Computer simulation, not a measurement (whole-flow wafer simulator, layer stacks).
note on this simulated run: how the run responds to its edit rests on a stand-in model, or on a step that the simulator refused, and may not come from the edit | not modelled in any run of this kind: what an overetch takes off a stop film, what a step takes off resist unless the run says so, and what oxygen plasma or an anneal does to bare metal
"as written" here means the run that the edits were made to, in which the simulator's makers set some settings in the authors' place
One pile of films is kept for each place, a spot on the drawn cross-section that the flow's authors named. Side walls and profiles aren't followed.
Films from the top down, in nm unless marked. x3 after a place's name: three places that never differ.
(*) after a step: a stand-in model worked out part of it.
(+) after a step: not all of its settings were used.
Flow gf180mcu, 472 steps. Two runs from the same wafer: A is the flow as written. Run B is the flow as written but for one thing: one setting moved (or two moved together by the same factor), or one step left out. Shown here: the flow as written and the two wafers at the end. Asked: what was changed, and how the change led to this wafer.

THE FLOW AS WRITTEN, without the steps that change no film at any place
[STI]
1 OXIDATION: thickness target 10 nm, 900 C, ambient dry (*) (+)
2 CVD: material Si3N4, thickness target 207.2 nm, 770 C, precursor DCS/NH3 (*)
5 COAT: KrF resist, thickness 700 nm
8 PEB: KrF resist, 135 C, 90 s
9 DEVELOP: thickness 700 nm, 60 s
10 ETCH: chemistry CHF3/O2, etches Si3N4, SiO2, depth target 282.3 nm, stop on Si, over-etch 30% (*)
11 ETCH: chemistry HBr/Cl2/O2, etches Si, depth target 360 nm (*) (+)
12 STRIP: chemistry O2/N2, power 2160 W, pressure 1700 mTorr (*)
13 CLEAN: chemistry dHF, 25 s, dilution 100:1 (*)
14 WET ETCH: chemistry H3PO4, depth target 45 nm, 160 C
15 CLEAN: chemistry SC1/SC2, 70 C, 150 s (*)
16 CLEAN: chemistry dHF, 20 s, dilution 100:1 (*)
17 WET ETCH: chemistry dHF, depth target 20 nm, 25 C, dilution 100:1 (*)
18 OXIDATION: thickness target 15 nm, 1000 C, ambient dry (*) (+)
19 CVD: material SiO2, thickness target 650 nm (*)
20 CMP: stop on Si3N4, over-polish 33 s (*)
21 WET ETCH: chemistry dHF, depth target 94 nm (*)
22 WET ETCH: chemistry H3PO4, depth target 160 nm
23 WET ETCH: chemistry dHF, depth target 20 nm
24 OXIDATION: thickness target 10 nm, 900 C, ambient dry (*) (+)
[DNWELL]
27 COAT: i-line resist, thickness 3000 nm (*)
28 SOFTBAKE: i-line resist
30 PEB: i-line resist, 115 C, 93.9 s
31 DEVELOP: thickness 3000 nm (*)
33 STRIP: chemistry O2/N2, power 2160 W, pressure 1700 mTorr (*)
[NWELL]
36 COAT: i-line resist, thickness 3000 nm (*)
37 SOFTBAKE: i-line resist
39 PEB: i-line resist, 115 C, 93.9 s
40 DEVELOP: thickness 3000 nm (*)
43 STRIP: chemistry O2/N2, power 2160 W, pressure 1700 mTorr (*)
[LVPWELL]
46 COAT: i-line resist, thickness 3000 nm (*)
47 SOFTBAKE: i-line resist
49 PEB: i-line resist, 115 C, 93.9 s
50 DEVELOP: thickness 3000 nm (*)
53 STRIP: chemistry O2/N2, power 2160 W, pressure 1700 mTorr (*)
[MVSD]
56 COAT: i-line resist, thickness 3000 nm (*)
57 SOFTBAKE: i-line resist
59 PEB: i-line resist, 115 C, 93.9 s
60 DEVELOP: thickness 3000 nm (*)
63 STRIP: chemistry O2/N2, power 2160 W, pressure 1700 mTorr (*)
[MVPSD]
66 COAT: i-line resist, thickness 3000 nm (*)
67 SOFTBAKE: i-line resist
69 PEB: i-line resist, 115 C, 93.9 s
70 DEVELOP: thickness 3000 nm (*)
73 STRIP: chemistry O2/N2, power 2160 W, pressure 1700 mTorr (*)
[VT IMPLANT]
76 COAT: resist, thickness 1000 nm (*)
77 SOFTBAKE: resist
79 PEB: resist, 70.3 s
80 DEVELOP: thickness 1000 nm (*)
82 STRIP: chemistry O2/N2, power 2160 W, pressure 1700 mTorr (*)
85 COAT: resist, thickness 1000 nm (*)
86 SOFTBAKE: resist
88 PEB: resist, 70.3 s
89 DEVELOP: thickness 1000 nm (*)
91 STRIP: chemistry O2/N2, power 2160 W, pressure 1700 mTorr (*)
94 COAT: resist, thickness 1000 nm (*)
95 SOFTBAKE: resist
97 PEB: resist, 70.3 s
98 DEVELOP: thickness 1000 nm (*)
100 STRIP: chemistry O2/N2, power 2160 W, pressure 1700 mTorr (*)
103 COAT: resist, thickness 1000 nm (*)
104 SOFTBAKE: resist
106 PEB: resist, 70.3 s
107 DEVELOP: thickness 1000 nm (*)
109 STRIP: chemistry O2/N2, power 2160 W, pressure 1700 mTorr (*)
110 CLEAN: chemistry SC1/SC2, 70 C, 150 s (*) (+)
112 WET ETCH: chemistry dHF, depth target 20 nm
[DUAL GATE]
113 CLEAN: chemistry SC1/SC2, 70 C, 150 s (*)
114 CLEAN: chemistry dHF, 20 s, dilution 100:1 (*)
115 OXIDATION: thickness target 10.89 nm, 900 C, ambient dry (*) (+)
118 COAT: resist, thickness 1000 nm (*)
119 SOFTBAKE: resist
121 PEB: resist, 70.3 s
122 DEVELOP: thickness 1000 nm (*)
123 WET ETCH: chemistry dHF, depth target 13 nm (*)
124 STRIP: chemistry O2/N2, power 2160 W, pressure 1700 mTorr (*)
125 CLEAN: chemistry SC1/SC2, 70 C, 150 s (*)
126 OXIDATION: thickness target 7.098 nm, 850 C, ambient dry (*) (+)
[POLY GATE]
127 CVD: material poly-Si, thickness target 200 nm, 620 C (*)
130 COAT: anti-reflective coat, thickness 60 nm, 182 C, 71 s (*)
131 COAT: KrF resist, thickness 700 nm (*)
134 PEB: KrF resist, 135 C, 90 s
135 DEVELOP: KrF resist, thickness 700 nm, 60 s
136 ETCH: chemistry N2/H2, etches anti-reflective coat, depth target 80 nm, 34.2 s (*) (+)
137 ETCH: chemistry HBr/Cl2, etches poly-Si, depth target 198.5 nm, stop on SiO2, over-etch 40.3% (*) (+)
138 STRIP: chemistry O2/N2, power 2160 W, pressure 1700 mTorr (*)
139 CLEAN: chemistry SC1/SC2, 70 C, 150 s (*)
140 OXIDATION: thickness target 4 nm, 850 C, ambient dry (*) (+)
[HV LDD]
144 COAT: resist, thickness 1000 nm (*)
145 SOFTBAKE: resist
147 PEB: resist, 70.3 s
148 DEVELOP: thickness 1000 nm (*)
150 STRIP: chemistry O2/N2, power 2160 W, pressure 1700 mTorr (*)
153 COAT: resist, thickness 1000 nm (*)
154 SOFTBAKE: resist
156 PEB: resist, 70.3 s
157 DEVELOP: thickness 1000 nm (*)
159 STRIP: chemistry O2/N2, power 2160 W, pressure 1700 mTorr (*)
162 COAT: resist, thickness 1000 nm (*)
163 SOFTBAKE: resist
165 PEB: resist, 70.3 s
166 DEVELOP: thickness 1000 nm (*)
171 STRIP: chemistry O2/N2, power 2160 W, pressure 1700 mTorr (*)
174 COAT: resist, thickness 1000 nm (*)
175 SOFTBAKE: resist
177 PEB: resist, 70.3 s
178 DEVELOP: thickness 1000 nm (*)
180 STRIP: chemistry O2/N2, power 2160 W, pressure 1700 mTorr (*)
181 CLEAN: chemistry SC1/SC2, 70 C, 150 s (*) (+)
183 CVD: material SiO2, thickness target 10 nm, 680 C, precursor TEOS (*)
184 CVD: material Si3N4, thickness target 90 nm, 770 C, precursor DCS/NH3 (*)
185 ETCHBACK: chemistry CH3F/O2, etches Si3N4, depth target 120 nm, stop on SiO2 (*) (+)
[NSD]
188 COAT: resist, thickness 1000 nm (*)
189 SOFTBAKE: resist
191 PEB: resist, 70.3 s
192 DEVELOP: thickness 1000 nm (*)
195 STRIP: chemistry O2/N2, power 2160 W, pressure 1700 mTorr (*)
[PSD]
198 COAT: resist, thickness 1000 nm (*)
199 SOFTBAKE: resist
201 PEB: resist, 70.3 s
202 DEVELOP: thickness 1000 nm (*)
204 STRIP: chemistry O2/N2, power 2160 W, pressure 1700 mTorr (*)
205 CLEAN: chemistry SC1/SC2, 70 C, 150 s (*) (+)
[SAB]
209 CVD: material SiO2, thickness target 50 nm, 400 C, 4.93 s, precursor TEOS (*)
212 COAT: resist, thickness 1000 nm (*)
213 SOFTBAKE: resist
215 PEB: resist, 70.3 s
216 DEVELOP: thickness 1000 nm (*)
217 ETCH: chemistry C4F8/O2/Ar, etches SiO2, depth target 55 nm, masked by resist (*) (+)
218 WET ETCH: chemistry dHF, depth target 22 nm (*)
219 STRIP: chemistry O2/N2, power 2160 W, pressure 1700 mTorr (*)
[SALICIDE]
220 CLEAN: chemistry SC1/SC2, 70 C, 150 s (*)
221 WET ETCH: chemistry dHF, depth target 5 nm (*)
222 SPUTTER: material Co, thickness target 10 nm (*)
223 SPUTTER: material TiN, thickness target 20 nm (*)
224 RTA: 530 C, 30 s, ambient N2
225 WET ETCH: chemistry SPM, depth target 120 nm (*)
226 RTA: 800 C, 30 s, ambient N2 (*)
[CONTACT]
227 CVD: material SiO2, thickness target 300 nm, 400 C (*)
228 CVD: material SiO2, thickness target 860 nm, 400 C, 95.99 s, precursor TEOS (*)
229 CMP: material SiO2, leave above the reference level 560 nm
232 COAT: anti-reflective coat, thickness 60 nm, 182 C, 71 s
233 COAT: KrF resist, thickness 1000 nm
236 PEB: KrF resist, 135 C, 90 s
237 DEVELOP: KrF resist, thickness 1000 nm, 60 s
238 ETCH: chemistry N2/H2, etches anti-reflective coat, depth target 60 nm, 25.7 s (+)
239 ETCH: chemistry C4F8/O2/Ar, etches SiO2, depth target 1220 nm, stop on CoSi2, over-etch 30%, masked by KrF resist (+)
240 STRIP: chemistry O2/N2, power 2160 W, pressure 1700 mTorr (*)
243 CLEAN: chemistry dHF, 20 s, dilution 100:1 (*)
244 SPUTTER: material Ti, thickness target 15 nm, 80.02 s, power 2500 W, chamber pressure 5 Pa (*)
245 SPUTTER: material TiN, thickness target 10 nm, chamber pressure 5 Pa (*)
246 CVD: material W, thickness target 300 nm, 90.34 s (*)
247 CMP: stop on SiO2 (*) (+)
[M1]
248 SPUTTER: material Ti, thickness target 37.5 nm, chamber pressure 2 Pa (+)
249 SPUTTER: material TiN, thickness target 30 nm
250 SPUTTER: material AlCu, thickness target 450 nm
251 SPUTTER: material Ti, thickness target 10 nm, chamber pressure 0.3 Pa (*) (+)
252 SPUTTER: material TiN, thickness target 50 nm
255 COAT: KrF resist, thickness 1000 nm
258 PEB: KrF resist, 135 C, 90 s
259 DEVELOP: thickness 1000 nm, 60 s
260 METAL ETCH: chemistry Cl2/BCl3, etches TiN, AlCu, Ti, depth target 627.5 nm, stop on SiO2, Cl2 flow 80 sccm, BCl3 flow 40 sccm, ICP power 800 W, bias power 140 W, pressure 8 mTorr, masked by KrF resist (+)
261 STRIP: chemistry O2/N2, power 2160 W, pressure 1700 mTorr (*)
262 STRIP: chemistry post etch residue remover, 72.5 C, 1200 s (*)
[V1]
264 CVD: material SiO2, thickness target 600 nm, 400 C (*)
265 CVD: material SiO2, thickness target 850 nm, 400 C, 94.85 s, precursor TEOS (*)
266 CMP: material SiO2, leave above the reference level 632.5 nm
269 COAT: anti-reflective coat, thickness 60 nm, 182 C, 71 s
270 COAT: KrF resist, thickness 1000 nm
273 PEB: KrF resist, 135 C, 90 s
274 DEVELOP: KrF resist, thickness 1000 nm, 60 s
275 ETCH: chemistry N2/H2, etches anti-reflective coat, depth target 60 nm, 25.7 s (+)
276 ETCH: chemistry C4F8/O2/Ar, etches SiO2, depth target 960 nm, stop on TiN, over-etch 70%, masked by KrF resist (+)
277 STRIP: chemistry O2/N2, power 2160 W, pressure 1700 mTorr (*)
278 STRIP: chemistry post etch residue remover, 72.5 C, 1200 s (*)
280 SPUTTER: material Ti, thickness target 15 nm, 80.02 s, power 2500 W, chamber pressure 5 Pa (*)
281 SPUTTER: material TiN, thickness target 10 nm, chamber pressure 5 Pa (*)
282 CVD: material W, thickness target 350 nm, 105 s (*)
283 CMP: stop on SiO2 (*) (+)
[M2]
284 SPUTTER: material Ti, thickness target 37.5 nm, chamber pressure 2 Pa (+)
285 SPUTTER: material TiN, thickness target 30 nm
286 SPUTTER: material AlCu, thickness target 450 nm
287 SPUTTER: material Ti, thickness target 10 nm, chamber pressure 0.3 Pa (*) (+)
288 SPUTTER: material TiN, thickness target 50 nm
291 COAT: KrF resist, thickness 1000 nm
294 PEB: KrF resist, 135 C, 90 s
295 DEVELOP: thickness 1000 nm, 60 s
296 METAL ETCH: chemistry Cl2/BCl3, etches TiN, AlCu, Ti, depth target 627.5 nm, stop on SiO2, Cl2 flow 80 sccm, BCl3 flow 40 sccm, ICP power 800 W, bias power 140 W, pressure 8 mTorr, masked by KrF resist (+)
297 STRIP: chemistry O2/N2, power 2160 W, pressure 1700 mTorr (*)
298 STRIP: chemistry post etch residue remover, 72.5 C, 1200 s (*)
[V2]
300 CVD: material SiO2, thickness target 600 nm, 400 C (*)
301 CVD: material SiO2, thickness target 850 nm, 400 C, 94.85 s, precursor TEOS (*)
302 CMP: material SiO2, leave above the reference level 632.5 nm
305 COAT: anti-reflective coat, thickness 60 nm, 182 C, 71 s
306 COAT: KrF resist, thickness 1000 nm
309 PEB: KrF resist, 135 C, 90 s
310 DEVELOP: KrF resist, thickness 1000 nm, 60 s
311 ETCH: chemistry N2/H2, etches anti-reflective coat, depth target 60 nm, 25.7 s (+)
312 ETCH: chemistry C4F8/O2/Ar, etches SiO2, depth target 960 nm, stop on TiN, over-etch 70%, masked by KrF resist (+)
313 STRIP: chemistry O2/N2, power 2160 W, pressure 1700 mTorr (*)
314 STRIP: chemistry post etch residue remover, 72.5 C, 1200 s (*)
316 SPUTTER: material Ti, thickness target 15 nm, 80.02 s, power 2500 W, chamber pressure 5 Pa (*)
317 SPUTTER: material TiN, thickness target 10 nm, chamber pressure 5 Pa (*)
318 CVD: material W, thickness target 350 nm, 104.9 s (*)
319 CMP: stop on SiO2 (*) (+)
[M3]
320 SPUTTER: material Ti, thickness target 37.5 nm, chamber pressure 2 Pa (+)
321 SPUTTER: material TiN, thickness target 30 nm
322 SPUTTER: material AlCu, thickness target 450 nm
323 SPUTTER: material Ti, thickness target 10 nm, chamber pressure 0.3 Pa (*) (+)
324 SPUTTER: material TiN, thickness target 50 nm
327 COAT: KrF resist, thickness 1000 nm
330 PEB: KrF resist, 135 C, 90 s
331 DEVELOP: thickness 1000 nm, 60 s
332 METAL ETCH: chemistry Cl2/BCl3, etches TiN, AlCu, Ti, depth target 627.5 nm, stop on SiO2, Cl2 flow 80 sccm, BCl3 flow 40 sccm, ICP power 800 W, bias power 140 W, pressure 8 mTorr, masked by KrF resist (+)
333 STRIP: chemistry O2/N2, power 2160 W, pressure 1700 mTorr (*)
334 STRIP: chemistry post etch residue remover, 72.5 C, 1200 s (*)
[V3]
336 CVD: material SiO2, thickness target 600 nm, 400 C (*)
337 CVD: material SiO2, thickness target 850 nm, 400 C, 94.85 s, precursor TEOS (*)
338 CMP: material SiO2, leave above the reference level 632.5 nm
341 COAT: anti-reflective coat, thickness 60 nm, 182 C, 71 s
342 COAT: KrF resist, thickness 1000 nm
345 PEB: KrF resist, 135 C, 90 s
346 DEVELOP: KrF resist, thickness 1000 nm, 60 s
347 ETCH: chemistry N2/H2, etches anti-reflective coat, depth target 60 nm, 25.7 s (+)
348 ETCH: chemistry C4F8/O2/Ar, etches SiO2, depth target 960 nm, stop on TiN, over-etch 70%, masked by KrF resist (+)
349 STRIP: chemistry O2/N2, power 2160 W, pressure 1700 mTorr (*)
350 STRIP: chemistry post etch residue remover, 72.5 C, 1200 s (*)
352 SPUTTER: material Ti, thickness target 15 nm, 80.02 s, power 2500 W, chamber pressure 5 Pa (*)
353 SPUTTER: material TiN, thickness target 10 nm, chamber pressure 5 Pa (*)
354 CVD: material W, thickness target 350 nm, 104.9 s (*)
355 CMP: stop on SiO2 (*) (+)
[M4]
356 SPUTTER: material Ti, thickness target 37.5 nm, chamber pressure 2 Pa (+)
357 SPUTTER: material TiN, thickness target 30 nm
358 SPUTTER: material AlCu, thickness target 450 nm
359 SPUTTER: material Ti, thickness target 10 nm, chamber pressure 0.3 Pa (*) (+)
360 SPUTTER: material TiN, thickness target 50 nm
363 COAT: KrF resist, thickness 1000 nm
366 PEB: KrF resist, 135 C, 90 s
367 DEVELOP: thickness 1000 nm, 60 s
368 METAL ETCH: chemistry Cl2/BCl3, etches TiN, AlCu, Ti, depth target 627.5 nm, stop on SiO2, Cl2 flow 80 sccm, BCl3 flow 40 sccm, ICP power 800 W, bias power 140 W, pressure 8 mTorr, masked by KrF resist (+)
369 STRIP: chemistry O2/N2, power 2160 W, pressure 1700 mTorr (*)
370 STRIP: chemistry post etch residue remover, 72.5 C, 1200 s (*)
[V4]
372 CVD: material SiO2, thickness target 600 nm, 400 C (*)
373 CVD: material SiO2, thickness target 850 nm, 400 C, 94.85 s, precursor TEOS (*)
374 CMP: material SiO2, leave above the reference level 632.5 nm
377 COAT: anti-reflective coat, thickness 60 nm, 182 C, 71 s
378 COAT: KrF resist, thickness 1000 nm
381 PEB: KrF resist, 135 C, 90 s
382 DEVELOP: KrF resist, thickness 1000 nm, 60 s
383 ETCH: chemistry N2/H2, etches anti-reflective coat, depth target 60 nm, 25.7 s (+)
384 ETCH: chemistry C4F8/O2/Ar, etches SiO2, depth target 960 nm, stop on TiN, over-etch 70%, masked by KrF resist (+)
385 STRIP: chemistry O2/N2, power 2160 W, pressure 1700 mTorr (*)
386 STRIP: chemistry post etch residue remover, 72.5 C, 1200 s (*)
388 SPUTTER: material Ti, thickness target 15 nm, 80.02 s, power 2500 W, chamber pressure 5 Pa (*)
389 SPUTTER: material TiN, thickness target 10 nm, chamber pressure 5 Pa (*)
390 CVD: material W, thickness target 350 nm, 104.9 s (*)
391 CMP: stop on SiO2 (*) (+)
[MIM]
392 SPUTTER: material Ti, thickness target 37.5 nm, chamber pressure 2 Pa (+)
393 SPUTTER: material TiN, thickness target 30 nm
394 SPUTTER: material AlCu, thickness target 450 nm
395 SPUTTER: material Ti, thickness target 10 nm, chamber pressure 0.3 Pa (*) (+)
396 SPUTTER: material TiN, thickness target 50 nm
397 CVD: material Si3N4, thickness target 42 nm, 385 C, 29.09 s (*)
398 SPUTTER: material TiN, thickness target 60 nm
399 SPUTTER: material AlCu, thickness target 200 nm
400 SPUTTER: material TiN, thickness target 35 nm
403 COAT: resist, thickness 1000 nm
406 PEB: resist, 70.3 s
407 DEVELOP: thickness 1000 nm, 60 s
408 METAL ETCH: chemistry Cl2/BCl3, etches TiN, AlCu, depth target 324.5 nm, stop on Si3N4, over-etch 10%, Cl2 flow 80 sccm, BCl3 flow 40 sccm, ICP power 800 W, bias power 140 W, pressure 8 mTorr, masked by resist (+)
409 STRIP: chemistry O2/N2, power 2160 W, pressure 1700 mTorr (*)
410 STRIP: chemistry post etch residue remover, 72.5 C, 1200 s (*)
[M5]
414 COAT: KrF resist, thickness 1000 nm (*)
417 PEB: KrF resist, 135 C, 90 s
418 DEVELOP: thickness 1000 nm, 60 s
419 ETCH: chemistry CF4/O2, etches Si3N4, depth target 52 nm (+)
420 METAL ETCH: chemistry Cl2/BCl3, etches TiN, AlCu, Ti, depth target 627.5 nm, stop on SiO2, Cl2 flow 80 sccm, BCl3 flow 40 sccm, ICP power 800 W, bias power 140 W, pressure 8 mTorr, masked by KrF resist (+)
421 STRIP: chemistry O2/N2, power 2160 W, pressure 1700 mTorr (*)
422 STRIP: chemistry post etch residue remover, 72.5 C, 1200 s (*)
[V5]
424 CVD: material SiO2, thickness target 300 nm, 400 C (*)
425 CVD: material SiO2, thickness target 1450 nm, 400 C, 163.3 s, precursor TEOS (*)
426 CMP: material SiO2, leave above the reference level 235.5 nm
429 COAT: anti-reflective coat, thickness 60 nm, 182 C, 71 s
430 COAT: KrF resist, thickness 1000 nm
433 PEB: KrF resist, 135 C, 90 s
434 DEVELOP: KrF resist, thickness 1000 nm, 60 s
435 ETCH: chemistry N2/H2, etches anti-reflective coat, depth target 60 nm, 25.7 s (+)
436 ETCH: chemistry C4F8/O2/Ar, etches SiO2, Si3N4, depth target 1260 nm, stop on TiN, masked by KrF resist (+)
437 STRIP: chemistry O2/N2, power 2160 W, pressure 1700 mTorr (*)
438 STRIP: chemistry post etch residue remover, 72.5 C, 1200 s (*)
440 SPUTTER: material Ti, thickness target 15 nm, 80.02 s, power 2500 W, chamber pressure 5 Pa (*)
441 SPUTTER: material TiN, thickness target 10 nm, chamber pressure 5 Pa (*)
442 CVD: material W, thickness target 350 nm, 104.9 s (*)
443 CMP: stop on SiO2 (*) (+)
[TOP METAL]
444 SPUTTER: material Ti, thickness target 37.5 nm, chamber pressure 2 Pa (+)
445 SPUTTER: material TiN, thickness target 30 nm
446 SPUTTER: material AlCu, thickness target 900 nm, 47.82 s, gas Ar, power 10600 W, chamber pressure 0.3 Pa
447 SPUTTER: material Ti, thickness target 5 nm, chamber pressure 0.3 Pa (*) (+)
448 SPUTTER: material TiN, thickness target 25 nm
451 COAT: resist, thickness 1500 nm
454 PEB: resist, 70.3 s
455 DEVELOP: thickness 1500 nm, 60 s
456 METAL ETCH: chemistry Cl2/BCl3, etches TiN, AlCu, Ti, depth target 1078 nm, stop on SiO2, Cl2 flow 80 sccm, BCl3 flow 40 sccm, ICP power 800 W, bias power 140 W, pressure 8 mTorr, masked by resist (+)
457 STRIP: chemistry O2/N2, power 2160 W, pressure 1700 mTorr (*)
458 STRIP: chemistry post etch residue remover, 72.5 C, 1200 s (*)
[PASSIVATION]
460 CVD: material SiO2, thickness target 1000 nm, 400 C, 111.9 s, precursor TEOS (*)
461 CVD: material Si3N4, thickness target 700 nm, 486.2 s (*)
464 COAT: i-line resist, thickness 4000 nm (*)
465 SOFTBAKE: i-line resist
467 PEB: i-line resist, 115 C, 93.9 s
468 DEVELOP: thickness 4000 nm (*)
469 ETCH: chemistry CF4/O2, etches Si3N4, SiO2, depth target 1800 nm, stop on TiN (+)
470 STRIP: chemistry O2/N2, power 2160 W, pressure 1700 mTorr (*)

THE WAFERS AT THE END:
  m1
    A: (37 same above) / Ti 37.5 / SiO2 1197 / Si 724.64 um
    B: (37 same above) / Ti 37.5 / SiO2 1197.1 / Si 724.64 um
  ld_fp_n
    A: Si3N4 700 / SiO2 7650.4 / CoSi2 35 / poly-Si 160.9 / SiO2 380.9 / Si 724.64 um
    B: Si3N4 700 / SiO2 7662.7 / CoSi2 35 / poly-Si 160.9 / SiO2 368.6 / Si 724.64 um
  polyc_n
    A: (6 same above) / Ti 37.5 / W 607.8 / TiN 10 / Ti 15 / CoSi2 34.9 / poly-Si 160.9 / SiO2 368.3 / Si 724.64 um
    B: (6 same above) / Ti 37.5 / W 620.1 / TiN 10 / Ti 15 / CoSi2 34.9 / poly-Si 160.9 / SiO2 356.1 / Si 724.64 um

The cause: step 23, WET ETCH: depth target 29.5 nm was run, where the flow has depth target 20 nm.

How the change led to this, step by step:
  23 WET ETCH: chemistry dHF, depth target 20 nm
      field_sub, sti, mim_1p0 and 21 more: A SiO2 -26 | B SiO2 -38.3
      field, m1, mim and 10 more: A SiO2 -26 | B SiO2 -38.4
  28 SOFTBAKE: i-line resist
      nw_enc_fld: A i-line resist -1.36 | B i-line resist +2.45
      ldn_fp, ldn_drn: A i-line resist +4.83 | B i-line resist +3.36
      (and at 38 more places)
  37 SOFTBAKE: i-line resist
      nw_enc_fld: A i-line resist -1.36 | B i-line resist +2.45
      ldn_fp, ldn_drn: A i-line resist +4.83 | B i-line resist +3.36
      (and at 38 more places)
  47 SOFTBAKE: i-line resist
      nw_enc_fld: A i-line resist -1.36 | B i-line resist +2.45
      ldn_fp, ldn_drn: A i-line resist +4.83 | B i-line resist +3.36
      (and at 38 more places)
  57 SOFTBAKE: i-line resist
      nw_enc_fld: A i-line resist -1.36 | B i-line resist +2.45
      ldn_fp, ldn_drn: A i-line resist +4.83 | B i-line resist +3.36
      (and at 38 more places)
  67 SOFTBAKE: i-line resist
      nw_enc_fld: A i-line resist -1.36 | B i-line resist +2.45
      ldn_fp, ldn_drn: A i-line resist +4.83 | B i-line resist +3.36
      (and at 38 more places)
  77 SOFTBAKE: resist
      field_sub__w2: A resist -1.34 | B resist -0.84
      gate_p_hv: A resist +1.75 | B resist +1.11
      (and at 2 more places)
  86 SOFTBAKE: resist
      field_sub__w2: A resist -1.34 | B resist -0.84
      gate_p_hv: A resist +1.75 | B resist +1.11
      (and at 2 more places)
  95 SOFTBAKE: resist
      field_sub__w2: A resist -1.34 | B resist -0.84
      gate_p_hv: A resist +1.75 | B resist +1.11
      (and at 2 more places)
  104 SOFTBAKE: resist
      field_sub__w2: A resist -1.34 | B resist -0.84
      gate_p_hv: A resist +1.75 | B resist +1.11
      (and at 2 more places)
  119 SOFTBAKE: resist
      field_sub: A resist -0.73 | B resist -0.17
      gate_p_hv: A resist +0.83 | B resist +0.19
      (and at 1 more place)
  130 COAT: anti-reflective coat, thickness 60 nm, 182 C, 71 s (*)
      p_well, spacer, sd_n: A anti-reflective coat +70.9 (new film) | B anti-reflective coat +59 (new film)
      ldn_ch, ldp_ch: A anti-reflective coat +66.7 (new film) | B anti-reflective coat +62.5 (new film)
      (and at 71 more places)
  136 ETCH: chemistry N2/H2, etches anti-reflective coat, depth target 80 nm, 34.2 s (*) (+)
      p_well, spacer, sd_n: A anti-reflective coat -70.9 (all of it), poly-Si -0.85 | B anti-reflective coat -59 (all of it), poly-Si -1.15
      ldn_dft, ldp_dft: A anti-reflective coat -48.7 (all of it), poly-Si -1.42 | B anti-reflective coat -55.2 (all of it), poly-Si -1.25
      (and at 50 more places)
  138 STRIP: chemistry O2/N2, power 2160 W, pressure 1700 mTorr (*)
      gate: A chemical SiO2 +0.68 (new film), KrF resist -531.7 (all of it), anti-reflective coat -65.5 (all of it), poly-Si -0.3 | B chemical SiO2 +0.69 (new film), KrF resist -530.2 (all of it), anti-reflective coat -60.1 (all of it), poly-Si -0.3
      gate_hv: A chemical SiO2 +0.68 (new film), KrF resist -528.4 (all of it), anti-reflective coat -61 (all of it), poly-Si -0.3 | B chemical SiO2 +0.69 (new film), KrF resist -525.3 (all of it), anti-reflective coat -59.2 (all of it), poly-Si -0.3
      (and at 19 more places)
  144 COAT: resist, thickness 1000 nm (*)
      field__w6: A resist +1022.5 (new film) | B resist +1052.3 (new film)
  145 SOFTBAKE: resist
      field: A resist -0.3 | B resist +2.83
      nw_enc_fld_lv__w3: A resist +2.63 | B resist -0.95
      (and at 7 more places)
  ... 20 more steps ...
  229 CMP: material SiO2, leave above the reference level 560 nm
      ldn_sep__w1, ldn_sep__w2, ldn_dft and 8 more: A SiO2 -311 | B SiO2 -298.7
      sti, mim_1p0, pad, dice_street, iso_nw_fld, iso_fld_sub: A SiO2 -296.8 | B SiO2 -284.5
      (and at 50 more places)
